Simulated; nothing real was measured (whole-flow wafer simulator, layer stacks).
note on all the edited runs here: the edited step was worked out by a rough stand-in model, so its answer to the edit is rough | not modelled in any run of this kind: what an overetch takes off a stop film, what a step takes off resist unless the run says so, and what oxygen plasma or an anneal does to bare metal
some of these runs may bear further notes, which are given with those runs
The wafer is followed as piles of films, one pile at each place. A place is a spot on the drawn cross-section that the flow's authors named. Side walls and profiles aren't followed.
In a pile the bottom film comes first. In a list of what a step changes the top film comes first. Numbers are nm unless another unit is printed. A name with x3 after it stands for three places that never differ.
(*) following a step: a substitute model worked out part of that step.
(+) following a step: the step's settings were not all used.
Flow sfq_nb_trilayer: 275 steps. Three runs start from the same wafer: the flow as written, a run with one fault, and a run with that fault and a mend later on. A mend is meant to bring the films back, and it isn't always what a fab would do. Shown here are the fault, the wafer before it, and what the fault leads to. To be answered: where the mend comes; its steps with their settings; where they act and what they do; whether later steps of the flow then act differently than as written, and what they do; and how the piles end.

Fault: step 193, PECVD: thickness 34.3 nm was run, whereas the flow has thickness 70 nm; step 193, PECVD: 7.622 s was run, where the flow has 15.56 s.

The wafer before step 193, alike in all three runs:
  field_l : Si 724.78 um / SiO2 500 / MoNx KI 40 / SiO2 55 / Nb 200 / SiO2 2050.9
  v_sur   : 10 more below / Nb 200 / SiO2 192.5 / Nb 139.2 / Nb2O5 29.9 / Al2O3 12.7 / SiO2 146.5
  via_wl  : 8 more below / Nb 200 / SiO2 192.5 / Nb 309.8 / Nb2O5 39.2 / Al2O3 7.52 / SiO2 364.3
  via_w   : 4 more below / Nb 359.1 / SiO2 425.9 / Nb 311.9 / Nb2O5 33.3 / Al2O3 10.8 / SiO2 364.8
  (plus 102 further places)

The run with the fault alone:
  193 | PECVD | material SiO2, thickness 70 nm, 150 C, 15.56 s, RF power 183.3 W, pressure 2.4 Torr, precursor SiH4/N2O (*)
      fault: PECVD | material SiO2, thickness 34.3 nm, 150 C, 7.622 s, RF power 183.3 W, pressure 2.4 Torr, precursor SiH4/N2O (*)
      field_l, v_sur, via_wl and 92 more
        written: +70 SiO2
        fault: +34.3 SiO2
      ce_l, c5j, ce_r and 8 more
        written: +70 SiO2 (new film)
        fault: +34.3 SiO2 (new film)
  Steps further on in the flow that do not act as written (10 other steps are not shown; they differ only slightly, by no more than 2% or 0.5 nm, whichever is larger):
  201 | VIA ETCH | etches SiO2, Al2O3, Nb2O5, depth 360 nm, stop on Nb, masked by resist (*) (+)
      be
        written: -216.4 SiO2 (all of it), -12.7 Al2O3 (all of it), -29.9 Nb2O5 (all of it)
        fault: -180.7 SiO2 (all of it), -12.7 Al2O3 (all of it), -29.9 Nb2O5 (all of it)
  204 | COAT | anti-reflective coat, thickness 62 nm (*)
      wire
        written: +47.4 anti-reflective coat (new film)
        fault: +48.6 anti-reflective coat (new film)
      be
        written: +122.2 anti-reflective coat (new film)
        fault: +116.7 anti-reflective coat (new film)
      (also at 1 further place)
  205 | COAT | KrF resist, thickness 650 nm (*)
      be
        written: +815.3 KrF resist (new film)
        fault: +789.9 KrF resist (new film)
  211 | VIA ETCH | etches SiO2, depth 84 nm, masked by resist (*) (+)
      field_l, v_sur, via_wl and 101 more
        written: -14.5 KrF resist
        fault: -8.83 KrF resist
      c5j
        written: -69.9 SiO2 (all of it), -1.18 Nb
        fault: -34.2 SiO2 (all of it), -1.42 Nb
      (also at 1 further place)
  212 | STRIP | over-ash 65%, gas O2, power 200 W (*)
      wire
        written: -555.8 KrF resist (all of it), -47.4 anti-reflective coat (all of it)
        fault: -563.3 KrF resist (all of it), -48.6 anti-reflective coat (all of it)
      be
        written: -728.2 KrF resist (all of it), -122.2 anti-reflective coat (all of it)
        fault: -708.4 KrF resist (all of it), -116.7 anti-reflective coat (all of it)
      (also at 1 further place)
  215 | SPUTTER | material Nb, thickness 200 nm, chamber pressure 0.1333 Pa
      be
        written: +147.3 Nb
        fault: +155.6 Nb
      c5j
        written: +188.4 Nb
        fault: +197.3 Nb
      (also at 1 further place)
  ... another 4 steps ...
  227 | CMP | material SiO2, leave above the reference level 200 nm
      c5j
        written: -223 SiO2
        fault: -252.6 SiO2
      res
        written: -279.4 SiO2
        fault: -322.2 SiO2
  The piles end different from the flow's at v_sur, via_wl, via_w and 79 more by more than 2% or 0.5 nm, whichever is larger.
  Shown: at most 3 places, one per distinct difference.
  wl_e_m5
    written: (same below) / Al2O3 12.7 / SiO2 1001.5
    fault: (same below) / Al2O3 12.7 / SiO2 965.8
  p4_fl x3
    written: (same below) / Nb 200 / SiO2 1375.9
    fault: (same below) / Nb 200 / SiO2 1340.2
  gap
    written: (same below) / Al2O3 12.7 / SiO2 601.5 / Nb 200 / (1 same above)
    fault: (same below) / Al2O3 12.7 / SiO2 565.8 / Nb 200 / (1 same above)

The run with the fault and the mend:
  The mend follows step 199.
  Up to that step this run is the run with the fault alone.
  199a | STRIP | over-ash 65%, gas O2, power 200 W (*)
      p4_fl x3, p4_w1 x9, p4_g1 x2 and 33 more
        -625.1 KrF resist (all of it), -62 anti-reflective coat (all of it)
      wl_b_m5, wl_b_sr, wl_c_sl and 12 more
        -625 KrF resist (all of it), -62 anti-reflective coat (all of it)
      v_sur, via_wl, via_w
        -625.7 KrF resist (all of it), -62.2 anti-reflective coat (all of it)
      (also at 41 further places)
  199b | PECVD | material SiO2, thickness 35.7 nm, 150 C, 7.933 s, RF power 183.3 W, pressure 2.4 Torr, precursor SiH4/N2O (*) (a further turn of the flow's step 193, with different settings)
      field_l, v_sur, via_wl and 103 more
        +35.7 SiO2
  199c | COAT | anti-reflective coat, thickness 62 nm (*) (a further turn of the flow's step 194)
      p4_fl x3, p4_w1 x9, p4_g1 x2 and 50 more
        +62 anti-reflective coat (new film)
      via_wr, via_sp, via_v, wire, lsp_r, l0_sur, l0v
        +62.3 anti-reflective coat (new film)
      be, be_sur, gap, lsp_m, ln_m6
        +62.4 anti-reflective coat (new film)
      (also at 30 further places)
  199d | COAT | KrF resist, thickness 650 nm (*) (a further turn of the flow's step 195)
      p4_fl x3, p4_w1 x9, p4_g1 x2 and 33 more
        +650 KrF resist (new film)
      wl_b_m5, wl_b_sr, wl_c_sl and 12 more
        +649.9 KrF resist (new film)
      v_sur, via_wl, via_w
        +650.6 KrF resist (new film)
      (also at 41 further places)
  199e | SOFTBAKE | KrF resist (a further turn of the flow's step 196)
      does not change any film at any place that is followed
  199f | EXPOSE | photomask I5, dose 12.41 mJ/cm2, NA 0.6, wavelength 248 nm (*) (a further turn of the flow's step 197)
      does not change any film at any place that is followed
  199g | PEB | KrF resist, 90 s (a further turn of the flow's step 198)
      field_l, v_sur, via_wl and 87 more
        -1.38 KrF resist
      jj_sur, ce_l, sp_r, moat, field_r, wl_jj
        -1.39 KrF resist
      be_r, r_sur, res, r_end
        -1.33 KrF resist
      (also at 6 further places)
  199h | DEVELOP | KrF resist, thickness 650 nm, 60 s (a further turn of the flow's step 199)
      field_l, v_sur, via_wl and 102 more
        -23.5 KrF resist
      be
        -649.8 KrF resist (all of it)
  Later steps of the flow that are run all act as written at every place that is followed, up to a difference of at most 2% or 0.5 nm, whichever is larger.
  The piles end the same as the flow's at every place that both follow.
